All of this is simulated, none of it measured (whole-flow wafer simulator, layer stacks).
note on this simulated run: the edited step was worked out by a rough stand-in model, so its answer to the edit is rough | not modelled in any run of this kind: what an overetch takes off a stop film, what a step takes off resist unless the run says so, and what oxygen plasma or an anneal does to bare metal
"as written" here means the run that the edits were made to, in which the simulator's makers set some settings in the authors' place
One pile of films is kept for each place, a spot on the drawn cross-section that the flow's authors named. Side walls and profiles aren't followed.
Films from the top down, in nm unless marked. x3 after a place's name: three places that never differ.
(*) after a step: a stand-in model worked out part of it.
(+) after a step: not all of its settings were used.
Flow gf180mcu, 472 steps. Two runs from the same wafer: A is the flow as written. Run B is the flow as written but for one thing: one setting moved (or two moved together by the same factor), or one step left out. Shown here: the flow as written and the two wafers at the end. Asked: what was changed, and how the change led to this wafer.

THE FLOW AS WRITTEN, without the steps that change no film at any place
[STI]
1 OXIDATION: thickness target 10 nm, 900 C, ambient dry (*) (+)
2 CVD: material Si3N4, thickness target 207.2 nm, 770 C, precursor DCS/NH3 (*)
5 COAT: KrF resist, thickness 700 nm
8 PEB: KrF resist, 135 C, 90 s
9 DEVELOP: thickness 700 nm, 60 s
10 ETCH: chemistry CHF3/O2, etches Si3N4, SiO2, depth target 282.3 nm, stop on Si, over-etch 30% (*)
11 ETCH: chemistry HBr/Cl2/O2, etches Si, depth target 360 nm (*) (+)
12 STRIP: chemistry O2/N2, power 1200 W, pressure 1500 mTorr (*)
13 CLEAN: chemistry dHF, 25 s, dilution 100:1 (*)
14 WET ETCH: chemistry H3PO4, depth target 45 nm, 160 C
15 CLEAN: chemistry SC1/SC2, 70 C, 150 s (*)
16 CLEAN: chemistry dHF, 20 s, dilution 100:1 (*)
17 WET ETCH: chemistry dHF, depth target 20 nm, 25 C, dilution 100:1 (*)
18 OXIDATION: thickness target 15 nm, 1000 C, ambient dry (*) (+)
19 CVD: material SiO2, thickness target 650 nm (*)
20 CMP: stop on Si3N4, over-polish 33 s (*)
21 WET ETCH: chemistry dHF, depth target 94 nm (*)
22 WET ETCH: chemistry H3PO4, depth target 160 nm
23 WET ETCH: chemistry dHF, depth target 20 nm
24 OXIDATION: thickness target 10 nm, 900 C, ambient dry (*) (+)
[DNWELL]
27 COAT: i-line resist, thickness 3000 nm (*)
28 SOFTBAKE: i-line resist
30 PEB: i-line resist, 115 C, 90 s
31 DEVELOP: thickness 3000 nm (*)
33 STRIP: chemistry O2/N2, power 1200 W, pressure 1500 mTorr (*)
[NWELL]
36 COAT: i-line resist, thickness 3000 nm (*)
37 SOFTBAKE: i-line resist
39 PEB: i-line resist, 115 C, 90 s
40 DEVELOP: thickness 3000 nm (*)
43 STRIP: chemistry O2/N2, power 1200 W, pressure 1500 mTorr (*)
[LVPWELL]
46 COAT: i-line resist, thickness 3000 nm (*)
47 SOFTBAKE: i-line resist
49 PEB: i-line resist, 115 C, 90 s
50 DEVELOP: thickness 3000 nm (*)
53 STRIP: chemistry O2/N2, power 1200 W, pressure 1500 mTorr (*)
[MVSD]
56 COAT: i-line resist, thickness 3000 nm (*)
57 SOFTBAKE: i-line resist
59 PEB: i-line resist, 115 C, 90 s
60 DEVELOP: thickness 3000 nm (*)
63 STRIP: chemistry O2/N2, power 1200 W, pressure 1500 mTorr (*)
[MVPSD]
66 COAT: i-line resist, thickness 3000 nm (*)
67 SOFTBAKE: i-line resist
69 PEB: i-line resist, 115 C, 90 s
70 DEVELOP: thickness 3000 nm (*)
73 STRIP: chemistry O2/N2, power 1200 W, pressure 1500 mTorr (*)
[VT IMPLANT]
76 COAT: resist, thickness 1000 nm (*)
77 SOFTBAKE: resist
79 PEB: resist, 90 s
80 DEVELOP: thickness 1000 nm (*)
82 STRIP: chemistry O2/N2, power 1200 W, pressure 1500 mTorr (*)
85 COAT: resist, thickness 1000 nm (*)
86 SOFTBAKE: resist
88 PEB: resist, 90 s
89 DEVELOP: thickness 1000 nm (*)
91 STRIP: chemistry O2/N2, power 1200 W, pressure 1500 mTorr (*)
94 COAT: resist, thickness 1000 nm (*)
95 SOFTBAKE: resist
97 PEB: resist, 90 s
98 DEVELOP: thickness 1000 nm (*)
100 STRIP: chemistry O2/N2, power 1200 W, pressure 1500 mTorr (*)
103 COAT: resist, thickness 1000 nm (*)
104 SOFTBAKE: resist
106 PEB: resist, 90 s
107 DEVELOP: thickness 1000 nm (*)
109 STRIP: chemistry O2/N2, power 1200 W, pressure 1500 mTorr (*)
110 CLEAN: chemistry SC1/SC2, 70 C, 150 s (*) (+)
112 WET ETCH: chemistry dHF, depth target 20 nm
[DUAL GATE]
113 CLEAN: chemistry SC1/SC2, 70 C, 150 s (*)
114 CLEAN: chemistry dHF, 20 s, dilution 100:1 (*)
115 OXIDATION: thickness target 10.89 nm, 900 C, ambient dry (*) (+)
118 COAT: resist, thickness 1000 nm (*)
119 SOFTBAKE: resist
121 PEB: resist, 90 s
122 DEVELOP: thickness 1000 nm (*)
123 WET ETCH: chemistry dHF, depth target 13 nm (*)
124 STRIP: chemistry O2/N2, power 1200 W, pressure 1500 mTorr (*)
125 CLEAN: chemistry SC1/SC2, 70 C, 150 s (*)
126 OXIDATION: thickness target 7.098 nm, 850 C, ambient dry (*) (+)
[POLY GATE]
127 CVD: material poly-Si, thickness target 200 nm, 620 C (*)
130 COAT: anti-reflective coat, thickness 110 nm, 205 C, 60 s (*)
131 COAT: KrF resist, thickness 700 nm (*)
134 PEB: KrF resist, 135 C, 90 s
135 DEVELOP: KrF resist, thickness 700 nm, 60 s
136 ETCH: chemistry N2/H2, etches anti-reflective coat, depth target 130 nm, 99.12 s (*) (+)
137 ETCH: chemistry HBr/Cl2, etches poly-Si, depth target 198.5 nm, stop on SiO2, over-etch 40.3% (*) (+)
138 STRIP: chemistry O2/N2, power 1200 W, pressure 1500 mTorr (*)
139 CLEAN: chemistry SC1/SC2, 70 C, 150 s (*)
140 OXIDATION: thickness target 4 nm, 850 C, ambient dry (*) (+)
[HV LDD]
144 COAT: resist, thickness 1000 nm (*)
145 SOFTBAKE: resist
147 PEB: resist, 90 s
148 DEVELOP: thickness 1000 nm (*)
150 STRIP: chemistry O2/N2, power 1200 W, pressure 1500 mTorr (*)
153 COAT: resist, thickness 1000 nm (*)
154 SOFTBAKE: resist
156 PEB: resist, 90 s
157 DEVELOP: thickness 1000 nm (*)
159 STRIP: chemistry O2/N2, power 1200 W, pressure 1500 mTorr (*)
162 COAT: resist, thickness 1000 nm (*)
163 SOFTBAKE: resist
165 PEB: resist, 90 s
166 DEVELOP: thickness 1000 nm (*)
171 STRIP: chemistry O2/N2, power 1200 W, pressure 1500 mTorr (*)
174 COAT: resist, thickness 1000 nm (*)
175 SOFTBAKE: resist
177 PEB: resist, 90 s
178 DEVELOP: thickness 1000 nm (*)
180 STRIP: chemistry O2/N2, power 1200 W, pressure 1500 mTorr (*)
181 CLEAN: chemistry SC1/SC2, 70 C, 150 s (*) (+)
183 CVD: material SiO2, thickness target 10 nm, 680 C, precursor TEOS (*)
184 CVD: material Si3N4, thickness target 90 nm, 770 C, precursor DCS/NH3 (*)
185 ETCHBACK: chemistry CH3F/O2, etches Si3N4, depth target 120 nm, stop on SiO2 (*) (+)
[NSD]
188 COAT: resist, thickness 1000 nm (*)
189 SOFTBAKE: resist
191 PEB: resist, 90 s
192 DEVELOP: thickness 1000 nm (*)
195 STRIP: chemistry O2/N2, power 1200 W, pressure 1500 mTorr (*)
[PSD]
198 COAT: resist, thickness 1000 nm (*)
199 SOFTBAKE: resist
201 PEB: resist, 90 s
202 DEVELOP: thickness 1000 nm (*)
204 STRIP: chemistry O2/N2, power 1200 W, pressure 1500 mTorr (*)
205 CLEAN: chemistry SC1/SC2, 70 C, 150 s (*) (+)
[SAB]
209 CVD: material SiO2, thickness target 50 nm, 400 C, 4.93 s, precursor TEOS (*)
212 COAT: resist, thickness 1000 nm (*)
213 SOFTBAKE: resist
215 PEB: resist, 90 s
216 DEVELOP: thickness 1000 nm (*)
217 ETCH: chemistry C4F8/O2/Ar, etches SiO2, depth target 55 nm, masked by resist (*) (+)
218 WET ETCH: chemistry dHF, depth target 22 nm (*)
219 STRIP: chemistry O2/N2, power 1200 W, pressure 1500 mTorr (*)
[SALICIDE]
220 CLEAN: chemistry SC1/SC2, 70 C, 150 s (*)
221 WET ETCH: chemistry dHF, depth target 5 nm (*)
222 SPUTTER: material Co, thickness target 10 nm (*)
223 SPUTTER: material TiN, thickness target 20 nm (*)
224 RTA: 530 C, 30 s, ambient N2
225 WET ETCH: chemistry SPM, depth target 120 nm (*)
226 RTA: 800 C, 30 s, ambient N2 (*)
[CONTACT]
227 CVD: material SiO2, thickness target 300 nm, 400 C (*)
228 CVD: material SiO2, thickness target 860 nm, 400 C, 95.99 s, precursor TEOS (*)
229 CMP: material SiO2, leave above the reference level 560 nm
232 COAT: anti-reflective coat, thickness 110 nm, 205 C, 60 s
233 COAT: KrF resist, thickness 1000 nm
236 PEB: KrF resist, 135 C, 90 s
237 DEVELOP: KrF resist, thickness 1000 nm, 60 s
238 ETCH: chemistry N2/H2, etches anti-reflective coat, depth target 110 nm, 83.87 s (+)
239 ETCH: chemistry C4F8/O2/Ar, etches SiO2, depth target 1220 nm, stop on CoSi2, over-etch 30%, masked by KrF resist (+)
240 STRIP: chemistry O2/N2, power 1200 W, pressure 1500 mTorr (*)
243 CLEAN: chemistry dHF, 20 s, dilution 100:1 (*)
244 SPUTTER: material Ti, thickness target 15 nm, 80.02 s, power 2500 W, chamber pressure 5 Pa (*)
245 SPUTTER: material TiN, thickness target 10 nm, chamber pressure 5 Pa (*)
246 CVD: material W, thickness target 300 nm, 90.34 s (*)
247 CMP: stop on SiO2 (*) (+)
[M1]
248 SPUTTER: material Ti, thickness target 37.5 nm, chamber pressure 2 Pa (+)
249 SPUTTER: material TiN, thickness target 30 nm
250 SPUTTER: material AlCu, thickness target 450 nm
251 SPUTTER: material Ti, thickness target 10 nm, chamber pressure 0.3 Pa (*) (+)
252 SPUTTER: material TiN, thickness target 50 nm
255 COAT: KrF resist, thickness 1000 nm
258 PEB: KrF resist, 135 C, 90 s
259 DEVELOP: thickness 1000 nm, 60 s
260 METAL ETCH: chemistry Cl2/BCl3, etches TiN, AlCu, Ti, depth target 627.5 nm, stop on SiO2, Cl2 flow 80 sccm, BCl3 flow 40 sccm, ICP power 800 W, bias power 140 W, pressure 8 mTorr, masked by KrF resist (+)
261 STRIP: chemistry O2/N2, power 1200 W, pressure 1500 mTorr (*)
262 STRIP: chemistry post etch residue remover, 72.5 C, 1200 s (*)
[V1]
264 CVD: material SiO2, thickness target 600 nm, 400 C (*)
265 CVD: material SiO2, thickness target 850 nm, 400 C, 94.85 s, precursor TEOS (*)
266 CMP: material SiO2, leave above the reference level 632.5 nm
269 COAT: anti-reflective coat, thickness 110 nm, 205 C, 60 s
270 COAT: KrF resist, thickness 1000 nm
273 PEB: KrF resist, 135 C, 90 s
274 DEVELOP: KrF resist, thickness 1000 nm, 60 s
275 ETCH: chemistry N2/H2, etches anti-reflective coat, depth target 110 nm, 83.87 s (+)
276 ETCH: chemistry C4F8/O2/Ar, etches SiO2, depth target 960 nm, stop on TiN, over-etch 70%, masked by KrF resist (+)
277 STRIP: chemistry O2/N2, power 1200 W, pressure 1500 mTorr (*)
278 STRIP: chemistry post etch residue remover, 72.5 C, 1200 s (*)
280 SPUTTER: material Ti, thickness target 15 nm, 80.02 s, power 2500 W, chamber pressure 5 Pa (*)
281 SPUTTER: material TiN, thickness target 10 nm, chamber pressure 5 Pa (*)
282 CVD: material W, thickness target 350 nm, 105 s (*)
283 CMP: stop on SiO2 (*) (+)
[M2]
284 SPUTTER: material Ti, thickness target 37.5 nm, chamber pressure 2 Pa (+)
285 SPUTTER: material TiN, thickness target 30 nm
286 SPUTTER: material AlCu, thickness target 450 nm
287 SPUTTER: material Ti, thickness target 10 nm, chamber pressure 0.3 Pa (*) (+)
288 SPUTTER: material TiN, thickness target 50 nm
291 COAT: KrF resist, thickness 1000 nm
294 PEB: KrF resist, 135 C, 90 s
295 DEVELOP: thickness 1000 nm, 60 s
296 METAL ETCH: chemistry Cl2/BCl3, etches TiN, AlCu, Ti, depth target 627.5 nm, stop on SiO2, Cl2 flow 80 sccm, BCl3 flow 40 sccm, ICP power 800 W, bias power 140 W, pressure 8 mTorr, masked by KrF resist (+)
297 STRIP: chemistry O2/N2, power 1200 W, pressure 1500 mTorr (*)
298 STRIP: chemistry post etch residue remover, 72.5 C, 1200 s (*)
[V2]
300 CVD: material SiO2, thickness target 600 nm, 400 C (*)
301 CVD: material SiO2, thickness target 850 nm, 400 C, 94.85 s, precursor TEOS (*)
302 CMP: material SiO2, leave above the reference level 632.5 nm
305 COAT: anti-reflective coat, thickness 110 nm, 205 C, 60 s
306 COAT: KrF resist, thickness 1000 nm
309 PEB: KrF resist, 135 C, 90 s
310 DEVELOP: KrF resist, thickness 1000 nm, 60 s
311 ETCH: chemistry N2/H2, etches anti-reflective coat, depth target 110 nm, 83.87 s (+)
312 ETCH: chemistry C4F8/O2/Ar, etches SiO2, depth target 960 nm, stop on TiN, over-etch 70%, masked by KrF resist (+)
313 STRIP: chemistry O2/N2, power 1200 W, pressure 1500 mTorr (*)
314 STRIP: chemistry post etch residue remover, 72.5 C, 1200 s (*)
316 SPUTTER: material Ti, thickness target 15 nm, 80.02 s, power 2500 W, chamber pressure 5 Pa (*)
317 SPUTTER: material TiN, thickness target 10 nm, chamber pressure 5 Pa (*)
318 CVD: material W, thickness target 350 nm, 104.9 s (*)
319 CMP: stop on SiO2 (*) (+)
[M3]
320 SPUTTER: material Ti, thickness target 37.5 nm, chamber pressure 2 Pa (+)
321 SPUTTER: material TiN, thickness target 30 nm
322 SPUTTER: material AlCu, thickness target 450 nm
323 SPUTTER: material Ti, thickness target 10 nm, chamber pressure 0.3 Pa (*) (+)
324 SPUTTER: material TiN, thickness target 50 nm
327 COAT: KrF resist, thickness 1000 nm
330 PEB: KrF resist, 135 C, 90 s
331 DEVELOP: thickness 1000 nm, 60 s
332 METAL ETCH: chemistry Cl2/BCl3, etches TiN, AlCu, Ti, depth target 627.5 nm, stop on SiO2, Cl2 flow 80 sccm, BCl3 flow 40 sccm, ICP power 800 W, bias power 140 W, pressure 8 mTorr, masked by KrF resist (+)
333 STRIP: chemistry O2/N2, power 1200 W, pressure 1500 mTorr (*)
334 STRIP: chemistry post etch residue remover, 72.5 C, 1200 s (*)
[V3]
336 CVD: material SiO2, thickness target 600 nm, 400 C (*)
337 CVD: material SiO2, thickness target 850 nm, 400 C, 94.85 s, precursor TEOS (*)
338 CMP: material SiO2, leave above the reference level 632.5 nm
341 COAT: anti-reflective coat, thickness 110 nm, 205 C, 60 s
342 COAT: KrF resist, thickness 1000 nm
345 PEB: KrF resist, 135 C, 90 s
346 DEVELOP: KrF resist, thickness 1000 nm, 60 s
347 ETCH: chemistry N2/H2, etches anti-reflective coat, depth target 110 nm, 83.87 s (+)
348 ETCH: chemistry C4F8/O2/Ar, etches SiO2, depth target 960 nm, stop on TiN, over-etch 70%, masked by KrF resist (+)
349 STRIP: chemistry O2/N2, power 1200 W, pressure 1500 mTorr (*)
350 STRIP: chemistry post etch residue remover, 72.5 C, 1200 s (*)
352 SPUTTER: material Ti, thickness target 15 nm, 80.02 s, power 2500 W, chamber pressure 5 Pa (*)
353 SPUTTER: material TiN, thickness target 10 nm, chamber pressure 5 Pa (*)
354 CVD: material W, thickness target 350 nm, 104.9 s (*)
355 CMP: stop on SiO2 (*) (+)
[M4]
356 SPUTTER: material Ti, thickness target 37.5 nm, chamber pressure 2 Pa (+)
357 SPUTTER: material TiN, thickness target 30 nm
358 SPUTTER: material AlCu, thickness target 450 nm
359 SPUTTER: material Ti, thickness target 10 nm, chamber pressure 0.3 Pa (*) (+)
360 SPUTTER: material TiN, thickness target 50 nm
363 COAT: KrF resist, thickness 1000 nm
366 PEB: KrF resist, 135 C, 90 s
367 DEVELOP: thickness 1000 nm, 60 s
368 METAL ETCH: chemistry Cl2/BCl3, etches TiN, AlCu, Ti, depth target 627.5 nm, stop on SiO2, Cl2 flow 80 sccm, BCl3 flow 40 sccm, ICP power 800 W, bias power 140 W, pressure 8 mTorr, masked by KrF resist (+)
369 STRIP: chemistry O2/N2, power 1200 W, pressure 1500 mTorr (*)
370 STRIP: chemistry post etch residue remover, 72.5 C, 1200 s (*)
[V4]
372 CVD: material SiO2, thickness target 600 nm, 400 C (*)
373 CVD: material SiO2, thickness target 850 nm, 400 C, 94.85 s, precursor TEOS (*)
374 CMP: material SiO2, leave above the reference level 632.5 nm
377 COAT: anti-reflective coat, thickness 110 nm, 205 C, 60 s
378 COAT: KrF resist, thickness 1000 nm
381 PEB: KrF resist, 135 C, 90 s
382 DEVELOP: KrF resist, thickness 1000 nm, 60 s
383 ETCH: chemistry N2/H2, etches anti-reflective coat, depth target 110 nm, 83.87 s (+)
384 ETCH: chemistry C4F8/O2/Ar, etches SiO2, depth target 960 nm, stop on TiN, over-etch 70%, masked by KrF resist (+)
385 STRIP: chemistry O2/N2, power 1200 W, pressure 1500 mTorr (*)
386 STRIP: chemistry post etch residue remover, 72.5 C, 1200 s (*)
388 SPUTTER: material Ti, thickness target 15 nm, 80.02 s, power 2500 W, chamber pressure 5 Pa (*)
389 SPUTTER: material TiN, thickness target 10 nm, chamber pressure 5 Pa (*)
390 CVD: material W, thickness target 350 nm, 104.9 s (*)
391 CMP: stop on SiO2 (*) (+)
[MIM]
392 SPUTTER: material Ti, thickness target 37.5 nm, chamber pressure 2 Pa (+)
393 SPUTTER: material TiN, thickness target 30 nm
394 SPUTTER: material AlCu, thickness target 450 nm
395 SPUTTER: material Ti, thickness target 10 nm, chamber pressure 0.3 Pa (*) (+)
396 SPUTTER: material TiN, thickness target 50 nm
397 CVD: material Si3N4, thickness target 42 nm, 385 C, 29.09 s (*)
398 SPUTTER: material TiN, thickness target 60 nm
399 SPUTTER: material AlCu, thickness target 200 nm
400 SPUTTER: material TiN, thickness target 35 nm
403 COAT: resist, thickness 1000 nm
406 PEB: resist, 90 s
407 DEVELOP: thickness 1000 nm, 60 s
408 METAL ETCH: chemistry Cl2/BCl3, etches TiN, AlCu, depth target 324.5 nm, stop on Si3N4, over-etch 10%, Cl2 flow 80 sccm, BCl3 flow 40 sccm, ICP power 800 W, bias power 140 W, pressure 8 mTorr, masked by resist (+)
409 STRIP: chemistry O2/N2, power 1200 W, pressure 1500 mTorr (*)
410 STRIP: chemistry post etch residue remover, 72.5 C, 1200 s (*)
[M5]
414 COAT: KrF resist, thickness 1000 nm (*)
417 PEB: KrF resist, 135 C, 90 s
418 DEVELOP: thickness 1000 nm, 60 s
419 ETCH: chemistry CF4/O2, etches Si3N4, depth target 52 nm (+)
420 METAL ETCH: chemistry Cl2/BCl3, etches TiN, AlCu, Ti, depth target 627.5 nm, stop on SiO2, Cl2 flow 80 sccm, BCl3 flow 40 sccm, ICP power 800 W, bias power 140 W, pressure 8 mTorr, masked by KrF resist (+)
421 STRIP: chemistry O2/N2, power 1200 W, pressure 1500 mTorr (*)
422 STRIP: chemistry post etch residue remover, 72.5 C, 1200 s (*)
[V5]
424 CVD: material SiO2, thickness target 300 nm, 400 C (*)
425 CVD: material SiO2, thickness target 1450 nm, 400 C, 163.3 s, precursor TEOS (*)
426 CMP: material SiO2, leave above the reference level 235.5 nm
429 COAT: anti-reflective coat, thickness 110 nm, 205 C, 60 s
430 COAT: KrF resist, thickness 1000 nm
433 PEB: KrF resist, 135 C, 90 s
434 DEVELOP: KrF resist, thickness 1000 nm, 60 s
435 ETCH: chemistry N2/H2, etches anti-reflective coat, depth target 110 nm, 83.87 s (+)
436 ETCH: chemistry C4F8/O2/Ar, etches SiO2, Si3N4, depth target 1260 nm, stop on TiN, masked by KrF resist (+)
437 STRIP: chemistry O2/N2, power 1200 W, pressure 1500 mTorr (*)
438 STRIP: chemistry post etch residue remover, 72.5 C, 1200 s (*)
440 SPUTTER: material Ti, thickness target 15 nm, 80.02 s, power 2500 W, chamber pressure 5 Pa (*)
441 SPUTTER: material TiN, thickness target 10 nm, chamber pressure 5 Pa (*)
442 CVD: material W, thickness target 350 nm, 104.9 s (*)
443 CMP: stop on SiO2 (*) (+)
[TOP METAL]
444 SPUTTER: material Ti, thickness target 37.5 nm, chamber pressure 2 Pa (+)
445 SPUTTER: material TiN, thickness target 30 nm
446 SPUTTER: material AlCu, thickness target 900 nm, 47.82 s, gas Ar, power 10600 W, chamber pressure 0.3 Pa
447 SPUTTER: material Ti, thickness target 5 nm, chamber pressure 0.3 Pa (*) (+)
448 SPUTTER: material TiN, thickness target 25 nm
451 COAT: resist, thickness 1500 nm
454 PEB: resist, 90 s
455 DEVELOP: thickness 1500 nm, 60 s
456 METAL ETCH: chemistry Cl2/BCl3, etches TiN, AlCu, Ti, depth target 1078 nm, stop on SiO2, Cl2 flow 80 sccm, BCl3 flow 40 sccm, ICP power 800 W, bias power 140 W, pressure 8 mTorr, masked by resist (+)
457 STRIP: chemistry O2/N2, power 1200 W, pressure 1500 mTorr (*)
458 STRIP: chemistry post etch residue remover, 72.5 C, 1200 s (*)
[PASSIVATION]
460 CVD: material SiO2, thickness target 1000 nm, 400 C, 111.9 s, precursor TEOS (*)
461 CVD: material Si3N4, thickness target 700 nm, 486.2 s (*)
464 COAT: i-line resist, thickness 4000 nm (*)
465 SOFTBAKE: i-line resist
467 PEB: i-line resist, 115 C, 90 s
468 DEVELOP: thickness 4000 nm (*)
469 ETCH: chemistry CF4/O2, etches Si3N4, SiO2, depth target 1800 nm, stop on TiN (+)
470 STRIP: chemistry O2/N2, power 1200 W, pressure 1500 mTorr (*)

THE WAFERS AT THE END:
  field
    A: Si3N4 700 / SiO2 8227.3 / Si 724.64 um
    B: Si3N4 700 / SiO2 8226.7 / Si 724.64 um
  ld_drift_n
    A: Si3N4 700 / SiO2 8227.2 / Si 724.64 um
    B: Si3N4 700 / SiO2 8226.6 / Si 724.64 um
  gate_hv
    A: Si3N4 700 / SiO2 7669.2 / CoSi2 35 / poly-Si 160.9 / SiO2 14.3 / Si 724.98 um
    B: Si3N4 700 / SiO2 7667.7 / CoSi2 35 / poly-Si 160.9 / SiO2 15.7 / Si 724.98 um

The cause: step 126, OXIDATION: thickness target 8.802 nm was run, where the flow has thickness target 7.098 nm.

How the change led to this, step by step:
  126 OXIDATION: thickness target 7.098 nm, 850 C, ambient dry (*) (+)
      gate_hv, active_hv, active_nat and 25 more: A SiO2 +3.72, Si -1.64 | B SiO2 +5.18, Si -2.28
      active, n_well, p_well and 12 more: A SiO2 +7.1 (new film), chemical SiO2 -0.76 (all of it), Si -2.79 | B SiO2 +8.8 (new film), chemical SiO2 -0.76 (all of it), Si -3.54
  189 SOFTBAKE: resist
      nw_enc_fld_lv__w3: A resist +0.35 | B resist -0.5
  199 SOFTBAKE: resist
      nw_enc_fld_lv__w3: A resist +0.35 | B resist -0.5
  218 WET ETCH: chemistry dHF, depth target 22 nm (*)
      active, p_well, sd_n, iso_ptap_pw, iso_ntap_nw, iso_ptap_sub, vpnp_e: A SiO2 -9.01 (all of it) | B SiO2 -10.6 (all of it)
      ldn_tap, ldn_src, ldn_drn, ldp_tap, ldp_src, ldp_drn, ldp_gr: A SiO2 -16 (all of it) | B SiO2 -17.4 (all of it)
      (and at 9 more places)
